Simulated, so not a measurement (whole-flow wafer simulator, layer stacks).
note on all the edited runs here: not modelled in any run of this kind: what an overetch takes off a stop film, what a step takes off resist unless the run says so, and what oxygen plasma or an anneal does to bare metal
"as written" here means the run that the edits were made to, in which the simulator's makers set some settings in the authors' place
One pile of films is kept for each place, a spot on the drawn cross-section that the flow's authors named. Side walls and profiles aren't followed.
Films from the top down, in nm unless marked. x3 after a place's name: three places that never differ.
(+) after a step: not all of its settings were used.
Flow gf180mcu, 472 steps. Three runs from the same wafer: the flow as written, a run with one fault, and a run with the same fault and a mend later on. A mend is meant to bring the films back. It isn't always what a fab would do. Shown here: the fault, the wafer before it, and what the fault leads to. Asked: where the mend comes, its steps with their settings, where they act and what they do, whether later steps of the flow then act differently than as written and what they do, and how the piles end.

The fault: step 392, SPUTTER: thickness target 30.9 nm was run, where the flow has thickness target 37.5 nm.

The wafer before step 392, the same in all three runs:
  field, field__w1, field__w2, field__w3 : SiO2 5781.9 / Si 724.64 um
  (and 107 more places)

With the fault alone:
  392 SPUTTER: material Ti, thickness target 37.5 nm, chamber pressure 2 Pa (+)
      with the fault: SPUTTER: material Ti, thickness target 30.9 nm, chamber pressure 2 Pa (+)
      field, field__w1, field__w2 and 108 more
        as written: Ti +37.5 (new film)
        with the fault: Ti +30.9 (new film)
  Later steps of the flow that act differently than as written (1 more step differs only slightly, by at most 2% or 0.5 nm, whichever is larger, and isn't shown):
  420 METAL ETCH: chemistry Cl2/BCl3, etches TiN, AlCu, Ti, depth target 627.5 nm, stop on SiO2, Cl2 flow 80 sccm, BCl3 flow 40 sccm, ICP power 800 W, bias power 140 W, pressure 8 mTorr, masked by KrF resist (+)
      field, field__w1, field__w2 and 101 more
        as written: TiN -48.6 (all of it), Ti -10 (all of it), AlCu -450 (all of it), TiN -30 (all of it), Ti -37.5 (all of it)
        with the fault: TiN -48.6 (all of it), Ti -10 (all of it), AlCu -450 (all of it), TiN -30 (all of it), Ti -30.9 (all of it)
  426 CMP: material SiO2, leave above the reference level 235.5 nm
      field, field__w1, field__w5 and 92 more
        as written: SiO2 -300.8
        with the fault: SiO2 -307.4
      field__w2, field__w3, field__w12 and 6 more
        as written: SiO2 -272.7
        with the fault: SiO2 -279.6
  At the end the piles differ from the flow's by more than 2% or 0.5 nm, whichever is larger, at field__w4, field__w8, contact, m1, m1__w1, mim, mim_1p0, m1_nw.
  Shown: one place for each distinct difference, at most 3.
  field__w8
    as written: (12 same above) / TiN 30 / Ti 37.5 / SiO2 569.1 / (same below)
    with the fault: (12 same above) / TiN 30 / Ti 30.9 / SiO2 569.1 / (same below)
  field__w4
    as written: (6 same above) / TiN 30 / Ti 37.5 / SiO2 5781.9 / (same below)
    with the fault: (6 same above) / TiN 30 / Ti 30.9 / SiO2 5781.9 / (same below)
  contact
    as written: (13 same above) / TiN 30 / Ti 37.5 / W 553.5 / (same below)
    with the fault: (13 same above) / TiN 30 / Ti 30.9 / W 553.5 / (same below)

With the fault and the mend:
  The mend comes after step 392.
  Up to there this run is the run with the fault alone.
  392a SPUTTER: material Ti, thickness target 6.6 nm, chamber pressure 2 Pa (+) (the flow's step 392 once more, with other settings)
      field, field__w1, field__w2 and 108 more
        Ti +6.6
  No later step of the flow acts differently than as written at any place that is followed.
  At the end the piles are the same as the flow's at every place that both follow.
